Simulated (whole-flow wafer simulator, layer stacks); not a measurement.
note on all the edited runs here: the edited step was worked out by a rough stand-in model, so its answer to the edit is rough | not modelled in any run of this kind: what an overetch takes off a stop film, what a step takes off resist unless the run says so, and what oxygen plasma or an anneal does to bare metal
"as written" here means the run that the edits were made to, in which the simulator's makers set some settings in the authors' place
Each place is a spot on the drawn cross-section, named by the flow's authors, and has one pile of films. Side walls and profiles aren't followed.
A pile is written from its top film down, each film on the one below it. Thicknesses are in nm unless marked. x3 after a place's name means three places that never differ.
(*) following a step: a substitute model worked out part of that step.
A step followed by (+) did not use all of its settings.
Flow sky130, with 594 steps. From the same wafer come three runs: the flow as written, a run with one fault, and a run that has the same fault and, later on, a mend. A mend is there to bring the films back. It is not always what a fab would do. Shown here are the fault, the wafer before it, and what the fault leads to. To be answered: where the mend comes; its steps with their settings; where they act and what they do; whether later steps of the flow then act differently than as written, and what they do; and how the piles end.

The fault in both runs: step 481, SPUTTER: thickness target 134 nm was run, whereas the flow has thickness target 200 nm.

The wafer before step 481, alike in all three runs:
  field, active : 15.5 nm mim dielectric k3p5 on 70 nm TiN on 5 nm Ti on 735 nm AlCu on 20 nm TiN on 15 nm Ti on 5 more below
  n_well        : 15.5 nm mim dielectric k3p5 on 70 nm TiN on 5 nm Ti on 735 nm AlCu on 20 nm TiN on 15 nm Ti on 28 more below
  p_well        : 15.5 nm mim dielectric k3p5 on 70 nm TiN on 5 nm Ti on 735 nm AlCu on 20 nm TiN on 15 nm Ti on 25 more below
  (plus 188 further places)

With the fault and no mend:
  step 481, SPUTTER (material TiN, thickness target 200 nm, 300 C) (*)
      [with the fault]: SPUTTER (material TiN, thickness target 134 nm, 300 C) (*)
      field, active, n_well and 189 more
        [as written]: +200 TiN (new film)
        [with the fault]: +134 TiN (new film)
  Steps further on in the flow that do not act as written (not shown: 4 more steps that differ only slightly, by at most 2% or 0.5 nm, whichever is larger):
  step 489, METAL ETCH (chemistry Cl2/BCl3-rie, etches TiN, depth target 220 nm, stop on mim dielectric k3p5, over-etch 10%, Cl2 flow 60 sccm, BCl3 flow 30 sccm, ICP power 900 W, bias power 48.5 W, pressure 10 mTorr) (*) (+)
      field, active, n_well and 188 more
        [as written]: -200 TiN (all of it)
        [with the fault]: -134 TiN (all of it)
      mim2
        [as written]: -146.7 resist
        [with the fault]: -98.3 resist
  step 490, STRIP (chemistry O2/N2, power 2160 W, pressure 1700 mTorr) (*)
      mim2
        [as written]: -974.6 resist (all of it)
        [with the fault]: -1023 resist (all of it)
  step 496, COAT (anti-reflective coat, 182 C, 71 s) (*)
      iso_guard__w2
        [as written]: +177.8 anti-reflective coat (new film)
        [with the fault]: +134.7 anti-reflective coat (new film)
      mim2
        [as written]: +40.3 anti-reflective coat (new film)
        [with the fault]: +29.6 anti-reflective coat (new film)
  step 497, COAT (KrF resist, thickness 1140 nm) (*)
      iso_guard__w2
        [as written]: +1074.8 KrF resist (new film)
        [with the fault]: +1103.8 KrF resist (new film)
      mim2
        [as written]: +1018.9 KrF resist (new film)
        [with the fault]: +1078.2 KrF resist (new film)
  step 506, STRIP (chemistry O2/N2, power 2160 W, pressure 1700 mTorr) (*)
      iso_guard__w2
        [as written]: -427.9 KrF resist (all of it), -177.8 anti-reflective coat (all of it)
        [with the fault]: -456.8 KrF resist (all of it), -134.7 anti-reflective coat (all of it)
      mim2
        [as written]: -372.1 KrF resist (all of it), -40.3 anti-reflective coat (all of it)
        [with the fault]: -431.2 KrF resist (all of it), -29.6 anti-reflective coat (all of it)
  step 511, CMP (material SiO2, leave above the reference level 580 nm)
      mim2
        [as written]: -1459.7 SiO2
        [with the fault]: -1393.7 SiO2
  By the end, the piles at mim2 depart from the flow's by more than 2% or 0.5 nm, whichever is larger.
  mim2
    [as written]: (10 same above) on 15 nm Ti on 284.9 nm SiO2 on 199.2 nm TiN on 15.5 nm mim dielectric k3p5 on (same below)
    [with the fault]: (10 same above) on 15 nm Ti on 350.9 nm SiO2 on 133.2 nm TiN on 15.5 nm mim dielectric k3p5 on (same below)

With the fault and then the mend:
  The mend stands after step 488.
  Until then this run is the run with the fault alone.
  step 488a, STRIP (chemistry O2/N2, power 2160 W, pressure 1700 mTorr) (*)
      mim2
        -1121.3 resist (all of it)
  step 488b, SPUTTER (material TiN, thickness target 66 nm, 300 C) (*) (the flow's step 481 again, with other settings)
      field, active, n_well and 189 more
        +66 TiN
  step 488c, HMDS (120 C, 60 s) (the flow's step 483 again)
      leaves every film unchanged at each place that is followed
  step 488d, COAT (resist, thickness 1140 nm) (the flow's step 484 again)
      field, active, n_well and 187 more
        +1140 resist (new film)
      m1, via3_hole
        +1140.6 resist (new film)
  step 488e, SOFTBAKE (resist) (the flow's step 485 again)
      leaves every film unchanged at each place that is followed
  step 488f, EXPOSE (photomask CAP2M, dose 177.7 mJ/cm2, NA 0.6, wavelength 365 nm) (*) (the flow's step 486 again)
      leaves every film unchanged at each place that is followed
  step 488g, PEB (resist, 70.3 s) (the flow's step 487 again)
      field, active, n_well and 189 more
        -18.7 resist
  step 488h, DEVELOP (resist, thickness 1140 nm, developer TMAH-0.26N, 60 s) (the flow's step 488 again)
      field, active, n_well and 186 more
        -1121.3 resist (all of it)
      m1, via3_hole
        -1121.9 resist (all of it)
  Later steps of the flow that are run all act as written at every place that is followed.
  At every place that both follow, the piles at the end match the flow's.
